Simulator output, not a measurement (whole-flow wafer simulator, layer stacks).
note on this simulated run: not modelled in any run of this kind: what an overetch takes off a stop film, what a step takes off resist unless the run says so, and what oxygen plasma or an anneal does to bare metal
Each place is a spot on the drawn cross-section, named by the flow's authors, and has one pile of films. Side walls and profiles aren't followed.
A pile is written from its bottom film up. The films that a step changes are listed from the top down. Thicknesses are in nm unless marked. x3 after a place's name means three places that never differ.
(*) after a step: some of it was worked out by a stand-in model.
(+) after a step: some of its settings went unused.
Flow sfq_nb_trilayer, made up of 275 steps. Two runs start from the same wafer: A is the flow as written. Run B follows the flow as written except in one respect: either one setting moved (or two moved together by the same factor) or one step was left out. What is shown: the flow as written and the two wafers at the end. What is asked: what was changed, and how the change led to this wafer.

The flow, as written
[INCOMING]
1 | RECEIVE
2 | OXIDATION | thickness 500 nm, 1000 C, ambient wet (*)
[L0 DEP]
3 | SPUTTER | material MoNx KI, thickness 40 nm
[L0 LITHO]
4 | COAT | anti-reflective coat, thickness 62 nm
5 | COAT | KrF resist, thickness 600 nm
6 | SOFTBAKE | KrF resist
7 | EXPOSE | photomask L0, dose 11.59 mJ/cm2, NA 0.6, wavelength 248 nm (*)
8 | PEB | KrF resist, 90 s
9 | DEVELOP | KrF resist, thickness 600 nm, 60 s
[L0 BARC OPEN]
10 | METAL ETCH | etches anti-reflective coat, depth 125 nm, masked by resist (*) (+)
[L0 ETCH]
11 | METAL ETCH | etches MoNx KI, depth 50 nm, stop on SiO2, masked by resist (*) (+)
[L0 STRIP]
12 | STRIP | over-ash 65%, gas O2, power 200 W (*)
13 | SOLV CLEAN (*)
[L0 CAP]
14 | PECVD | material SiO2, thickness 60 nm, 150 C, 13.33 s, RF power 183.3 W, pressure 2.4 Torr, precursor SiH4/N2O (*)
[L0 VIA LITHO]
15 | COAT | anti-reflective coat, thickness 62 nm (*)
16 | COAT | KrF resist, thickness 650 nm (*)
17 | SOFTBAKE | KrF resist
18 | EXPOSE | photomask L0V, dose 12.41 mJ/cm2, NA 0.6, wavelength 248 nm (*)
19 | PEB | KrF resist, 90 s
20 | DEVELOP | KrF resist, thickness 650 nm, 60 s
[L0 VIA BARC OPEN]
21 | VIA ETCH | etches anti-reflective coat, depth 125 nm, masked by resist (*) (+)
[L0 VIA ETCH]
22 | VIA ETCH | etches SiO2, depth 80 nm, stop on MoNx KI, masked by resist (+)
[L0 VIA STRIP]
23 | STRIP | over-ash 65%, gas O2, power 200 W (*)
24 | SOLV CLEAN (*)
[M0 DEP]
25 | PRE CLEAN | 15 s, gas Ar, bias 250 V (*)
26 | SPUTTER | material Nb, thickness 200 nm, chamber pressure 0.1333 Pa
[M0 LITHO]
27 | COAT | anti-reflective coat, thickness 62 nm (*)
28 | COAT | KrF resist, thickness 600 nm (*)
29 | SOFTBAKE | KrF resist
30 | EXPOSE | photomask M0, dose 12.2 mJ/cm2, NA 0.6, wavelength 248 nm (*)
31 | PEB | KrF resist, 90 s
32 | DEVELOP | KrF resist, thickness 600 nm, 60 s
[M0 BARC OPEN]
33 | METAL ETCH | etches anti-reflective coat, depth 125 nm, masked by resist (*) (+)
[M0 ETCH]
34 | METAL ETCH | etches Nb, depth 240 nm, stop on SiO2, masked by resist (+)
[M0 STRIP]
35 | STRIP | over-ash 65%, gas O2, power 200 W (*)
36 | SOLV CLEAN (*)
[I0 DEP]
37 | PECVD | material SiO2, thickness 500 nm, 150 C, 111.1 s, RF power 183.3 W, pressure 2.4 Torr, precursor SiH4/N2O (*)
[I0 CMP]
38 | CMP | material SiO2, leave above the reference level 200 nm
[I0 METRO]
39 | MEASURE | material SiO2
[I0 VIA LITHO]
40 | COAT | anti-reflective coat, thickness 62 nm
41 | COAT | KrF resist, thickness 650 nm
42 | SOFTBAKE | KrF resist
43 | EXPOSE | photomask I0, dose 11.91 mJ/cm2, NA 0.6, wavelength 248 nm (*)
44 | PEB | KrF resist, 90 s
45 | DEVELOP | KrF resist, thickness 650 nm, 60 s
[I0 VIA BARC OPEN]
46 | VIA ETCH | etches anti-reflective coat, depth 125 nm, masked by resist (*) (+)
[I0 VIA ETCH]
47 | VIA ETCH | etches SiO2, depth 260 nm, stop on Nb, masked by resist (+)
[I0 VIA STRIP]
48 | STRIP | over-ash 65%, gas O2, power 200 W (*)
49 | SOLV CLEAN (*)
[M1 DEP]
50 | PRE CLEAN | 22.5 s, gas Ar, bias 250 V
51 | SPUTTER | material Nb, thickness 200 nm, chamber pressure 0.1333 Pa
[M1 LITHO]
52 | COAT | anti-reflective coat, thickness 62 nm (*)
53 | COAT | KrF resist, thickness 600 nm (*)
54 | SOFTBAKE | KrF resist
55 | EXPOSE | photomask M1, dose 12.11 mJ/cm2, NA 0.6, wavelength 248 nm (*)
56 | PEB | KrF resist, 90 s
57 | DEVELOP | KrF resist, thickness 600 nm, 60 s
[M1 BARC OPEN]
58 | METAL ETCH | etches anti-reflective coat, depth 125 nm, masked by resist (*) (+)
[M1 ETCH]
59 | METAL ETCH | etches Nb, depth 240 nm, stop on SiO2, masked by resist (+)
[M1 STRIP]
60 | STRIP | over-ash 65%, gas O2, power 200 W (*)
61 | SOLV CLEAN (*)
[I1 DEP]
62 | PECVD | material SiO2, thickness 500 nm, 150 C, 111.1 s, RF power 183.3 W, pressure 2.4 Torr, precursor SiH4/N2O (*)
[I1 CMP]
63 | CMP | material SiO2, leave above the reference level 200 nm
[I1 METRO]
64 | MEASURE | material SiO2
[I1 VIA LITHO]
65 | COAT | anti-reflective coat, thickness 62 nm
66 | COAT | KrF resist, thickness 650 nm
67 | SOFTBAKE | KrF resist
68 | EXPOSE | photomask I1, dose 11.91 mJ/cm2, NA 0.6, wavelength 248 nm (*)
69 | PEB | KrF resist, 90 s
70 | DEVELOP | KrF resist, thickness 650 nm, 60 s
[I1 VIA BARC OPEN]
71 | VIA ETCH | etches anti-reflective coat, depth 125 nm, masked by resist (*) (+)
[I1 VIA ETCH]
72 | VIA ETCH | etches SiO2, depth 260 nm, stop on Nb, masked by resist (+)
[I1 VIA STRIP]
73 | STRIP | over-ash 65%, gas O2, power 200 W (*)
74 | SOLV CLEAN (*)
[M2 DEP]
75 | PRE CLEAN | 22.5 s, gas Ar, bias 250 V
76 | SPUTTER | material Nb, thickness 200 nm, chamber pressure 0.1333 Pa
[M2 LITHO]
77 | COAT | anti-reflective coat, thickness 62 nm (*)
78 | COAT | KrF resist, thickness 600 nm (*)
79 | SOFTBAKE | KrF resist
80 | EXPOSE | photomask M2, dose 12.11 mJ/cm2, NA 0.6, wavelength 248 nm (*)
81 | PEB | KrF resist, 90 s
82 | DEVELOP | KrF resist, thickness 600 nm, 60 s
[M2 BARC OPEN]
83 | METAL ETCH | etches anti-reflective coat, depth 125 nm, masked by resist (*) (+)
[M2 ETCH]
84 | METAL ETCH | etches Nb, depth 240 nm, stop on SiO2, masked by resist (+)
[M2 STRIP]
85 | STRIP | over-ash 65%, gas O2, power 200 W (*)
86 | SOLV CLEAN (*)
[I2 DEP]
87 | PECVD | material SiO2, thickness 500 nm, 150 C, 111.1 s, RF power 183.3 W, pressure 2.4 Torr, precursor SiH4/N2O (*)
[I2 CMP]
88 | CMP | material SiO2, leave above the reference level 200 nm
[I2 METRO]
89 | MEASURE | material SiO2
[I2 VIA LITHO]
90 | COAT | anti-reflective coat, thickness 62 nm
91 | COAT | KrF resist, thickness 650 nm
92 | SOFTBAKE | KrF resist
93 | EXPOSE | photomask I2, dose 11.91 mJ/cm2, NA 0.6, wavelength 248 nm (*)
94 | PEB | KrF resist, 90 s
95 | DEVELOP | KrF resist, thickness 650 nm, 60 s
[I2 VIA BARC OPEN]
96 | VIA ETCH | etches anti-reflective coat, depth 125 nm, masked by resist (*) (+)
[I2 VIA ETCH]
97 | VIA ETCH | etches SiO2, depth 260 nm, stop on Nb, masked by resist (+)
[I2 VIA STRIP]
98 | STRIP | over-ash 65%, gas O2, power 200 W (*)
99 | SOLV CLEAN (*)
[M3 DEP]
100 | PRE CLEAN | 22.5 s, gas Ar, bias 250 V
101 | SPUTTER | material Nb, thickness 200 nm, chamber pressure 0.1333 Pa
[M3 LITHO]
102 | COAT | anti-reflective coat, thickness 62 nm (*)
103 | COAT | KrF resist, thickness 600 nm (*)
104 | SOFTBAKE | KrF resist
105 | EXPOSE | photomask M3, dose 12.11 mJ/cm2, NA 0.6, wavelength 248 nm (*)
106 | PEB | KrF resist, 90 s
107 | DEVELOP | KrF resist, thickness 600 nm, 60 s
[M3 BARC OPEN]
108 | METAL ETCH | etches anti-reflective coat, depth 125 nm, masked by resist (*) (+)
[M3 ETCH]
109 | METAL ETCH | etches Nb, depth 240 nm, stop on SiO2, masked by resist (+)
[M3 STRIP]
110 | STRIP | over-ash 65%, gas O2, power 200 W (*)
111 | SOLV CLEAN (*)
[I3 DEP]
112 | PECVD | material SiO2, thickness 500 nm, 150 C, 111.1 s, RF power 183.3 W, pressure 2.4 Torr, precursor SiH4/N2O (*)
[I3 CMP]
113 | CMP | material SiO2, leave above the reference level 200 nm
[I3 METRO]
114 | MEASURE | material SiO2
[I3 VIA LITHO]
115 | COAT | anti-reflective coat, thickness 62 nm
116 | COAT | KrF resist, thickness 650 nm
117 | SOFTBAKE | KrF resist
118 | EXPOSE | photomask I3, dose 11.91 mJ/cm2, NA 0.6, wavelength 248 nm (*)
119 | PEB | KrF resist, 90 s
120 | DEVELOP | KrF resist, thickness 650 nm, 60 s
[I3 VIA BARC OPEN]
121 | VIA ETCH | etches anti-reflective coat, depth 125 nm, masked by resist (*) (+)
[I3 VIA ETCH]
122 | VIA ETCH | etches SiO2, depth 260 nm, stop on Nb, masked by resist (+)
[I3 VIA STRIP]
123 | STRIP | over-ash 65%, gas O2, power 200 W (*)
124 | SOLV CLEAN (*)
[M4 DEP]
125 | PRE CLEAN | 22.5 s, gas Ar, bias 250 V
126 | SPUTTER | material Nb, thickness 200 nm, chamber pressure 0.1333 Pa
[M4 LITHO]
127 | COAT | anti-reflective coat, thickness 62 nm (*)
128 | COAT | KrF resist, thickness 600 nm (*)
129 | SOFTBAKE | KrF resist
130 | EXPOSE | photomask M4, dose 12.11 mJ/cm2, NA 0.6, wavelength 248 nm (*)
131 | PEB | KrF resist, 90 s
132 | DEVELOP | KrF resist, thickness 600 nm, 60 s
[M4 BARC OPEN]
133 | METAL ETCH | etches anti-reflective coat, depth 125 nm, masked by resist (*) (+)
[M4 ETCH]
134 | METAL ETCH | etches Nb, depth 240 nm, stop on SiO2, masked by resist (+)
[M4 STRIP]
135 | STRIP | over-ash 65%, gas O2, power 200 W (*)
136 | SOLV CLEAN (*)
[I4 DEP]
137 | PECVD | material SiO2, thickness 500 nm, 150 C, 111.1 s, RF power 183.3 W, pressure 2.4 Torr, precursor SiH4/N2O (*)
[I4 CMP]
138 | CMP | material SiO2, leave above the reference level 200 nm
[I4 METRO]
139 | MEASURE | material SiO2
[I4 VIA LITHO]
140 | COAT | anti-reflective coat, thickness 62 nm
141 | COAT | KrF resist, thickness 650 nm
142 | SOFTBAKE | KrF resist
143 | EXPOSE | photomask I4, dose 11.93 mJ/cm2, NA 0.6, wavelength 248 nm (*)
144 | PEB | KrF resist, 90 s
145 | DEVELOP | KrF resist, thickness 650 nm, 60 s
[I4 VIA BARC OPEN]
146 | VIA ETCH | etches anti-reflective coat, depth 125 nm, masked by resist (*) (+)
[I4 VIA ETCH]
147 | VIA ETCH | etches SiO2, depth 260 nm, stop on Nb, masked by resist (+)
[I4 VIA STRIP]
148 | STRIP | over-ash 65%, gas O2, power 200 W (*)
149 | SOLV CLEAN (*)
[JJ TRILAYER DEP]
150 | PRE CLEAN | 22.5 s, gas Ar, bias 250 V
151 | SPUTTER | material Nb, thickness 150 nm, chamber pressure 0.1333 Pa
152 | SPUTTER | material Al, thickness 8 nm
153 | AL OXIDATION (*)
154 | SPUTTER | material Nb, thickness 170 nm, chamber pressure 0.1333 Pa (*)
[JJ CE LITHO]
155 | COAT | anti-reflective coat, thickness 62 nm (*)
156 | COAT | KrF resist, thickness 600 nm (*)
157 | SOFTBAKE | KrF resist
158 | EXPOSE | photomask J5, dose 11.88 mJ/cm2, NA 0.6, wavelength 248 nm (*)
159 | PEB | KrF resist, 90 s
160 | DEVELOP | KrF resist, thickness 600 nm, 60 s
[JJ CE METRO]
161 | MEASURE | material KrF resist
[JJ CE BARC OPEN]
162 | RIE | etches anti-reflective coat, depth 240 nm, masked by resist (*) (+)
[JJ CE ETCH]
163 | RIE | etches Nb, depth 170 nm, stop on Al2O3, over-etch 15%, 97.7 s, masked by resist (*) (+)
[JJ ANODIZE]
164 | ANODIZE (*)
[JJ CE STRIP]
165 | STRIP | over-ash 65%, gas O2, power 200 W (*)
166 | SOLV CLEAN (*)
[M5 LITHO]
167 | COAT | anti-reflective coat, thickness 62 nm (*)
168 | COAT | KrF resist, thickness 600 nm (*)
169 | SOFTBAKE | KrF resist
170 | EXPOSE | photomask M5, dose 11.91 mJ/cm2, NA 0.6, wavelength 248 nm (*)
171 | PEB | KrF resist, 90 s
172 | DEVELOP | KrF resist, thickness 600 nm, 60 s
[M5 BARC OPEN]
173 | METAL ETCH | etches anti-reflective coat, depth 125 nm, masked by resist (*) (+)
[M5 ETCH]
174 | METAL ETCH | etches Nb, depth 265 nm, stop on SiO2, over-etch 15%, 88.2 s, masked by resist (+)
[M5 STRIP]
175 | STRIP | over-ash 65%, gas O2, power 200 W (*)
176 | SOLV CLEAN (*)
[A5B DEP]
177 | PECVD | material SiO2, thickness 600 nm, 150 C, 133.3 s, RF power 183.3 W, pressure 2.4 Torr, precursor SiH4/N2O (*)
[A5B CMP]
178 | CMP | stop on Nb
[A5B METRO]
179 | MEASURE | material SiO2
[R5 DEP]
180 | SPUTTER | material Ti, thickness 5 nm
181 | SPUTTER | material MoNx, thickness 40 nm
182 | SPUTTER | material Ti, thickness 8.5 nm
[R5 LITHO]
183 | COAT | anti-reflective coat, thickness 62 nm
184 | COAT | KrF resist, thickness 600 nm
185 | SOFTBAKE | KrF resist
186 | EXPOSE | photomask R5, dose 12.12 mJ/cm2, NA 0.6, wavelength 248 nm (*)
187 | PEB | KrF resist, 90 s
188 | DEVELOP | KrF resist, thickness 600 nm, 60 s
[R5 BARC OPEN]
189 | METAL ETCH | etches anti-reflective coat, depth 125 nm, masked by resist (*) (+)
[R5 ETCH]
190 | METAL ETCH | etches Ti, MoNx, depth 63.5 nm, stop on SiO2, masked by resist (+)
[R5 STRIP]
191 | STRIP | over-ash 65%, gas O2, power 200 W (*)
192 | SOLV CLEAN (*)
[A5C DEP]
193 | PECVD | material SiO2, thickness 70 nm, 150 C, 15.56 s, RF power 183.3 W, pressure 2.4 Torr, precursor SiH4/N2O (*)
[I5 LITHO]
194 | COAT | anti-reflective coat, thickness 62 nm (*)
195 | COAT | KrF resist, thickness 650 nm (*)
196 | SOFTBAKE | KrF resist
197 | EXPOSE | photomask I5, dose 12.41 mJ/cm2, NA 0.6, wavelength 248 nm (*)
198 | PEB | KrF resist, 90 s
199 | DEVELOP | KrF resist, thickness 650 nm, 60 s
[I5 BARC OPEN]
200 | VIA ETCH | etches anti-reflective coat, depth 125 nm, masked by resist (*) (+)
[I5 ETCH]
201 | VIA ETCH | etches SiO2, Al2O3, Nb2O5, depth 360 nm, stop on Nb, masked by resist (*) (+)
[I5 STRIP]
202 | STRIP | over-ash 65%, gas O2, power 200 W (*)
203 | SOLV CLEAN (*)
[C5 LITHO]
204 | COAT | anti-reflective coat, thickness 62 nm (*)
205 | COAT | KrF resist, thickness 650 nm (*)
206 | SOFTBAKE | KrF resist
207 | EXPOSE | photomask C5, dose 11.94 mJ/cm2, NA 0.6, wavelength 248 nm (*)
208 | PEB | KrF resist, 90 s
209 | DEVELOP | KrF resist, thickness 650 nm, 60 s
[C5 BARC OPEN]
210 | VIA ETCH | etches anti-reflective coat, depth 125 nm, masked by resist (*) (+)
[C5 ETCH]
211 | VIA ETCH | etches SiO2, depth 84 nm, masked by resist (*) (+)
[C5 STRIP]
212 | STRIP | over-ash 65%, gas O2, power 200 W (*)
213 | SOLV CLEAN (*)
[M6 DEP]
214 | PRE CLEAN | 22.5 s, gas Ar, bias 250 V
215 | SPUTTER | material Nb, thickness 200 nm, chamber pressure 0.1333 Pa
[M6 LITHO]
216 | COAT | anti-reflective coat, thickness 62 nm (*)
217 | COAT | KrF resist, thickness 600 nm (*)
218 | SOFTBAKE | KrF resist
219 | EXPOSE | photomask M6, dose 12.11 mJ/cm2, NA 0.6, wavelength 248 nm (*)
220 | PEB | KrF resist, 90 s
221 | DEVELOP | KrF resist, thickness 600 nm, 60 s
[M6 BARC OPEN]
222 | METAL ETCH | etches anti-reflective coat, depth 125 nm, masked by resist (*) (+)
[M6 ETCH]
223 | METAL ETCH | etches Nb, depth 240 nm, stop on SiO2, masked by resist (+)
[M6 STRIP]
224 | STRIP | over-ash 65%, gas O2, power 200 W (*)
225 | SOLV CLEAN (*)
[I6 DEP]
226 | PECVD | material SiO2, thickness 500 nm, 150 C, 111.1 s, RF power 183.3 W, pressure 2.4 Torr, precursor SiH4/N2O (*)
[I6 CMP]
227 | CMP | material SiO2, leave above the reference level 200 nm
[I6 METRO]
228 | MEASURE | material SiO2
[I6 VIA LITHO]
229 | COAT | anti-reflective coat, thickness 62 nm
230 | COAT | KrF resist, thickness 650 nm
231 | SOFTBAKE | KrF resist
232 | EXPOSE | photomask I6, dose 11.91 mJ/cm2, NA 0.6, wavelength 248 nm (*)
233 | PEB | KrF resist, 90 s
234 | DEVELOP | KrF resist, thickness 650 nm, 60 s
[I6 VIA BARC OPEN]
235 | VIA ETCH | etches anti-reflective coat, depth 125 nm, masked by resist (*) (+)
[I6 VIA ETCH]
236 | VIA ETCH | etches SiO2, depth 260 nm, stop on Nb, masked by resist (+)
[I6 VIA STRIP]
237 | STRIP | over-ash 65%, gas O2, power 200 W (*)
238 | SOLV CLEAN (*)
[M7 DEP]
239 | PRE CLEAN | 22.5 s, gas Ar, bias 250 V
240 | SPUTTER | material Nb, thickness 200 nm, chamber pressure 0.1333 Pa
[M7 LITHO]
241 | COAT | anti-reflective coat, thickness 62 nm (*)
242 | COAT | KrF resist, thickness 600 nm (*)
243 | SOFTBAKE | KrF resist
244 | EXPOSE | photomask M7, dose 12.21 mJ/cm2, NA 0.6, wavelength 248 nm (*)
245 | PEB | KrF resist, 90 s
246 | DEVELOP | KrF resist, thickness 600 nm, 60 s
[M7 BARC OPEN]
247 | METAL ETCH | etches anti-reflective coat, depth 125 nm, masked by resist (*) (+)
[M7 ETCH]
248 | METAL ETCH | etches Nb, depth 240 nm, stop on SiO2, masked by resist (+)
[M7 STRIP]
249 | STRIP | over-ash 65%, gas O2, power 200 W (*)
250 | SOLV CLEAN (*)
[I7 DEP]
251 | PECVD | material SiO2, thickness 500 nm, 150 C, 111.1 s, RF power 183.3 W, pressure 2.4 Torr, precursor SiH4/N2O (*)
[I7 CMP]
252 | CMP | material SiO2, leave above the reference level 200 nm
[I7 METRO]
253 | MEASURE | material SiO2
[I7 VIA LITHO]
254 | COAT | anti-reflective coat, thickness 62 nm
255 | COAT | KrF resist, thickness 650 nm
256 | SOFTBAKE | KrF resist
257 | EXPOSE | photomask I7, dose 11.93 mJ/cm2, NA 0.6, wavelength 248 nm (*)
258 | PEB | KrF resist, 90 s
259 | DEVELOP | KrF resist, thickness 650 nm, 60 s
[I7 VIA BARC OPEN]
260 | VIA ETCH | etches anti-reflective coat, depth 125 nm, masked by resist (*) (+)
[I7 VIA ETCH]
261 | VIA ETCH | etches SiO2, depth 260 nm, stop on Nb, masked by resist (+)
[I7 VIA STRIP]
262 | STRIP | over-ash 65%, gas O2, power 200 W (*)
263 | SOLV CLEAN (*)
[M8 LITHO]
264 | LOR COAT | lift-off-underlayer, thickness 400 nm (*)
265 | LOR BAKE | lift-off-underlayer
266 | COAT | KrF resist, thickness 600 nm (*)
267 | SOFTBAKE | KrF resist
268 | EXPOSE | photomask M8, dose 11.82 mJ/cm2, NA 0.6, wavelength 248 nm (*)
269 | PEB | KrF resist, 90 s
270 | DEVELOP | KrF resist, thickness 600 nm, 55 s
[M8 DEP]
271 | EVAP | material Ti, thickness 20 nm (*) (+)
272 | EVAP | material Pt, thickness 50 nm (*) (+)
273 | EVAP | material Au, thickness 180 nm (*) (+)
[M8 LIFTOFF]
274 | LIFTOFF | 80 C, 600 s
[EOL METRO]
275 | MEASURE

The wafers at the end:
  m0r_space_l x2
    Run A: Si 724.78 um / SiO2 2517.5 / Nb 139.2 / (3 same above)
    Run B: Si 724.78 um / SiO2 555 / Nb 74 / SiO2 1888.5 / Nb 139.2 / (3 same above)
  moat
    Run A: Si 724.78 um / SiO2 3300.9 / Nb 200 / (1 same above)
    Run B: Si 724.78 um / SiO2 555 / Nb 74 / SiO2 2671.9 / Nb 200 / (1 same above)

What caused this: step 34, METAL ETCH: depth 126 nm was run, whereas the flow has depth 240 nm.

How this came from the change, step by step:
  34 | METAL ETCH | etches Nb, depth 240 nm, stop on SiO2, masked by resist (+)
      moat, m0r_space_l x2: A -200 Nb (all of it) | B -126 Nb
      field_l, v_sur, via_wl and 100 more: A -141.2 KrF resist | B -74.1 KrF resist
  35 | STRIP | over-ash 65%, gas O2, power 200 W (*)
      p4_fl, p4_fm, p4_w1 and 68 more: A -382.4 KrF resist (all of it), -62 anti-reflective coat (all of it) | B -449.4 KrF resist (all of it), -62 anti-reflective coat (all of it)
      c5j, ce_r, sp_r, be_r, r_sur, res: A -389 KrF resist (all of it), -63.6 anti-reflective coat (all of it) | B -456.1 KrF resist (all of it), -63.6 anti-reflective coat (all of it)
      (and at 26 other places as well)
  37 | PECVD | material SiO2, thickness 500 nm, 150 C, 111.1 s, RF power 183.3 W, pressure 2.4 Torr, precursor SiH4/N2O (*)
      moat, m0r_space_l x2: A +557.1 SiO2 | B +500 SiO2 (new film)
  38 | CMP | material SiO2, leave above the reference level 200 nm
      moat, m0r_space_l x2: A -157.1 SiO2 | B -174 SiO2
With metal films that touch counted as one body, m0r_space_l x2 has 2 bodies (between them, from the top down: SiO2 1888.5); the flow as written gives 1 body.
With metal films that touch counted as one body, moat has 2 bodies (between them, from the top down: SiO2 2671.9); the flow as written gives 1 body.
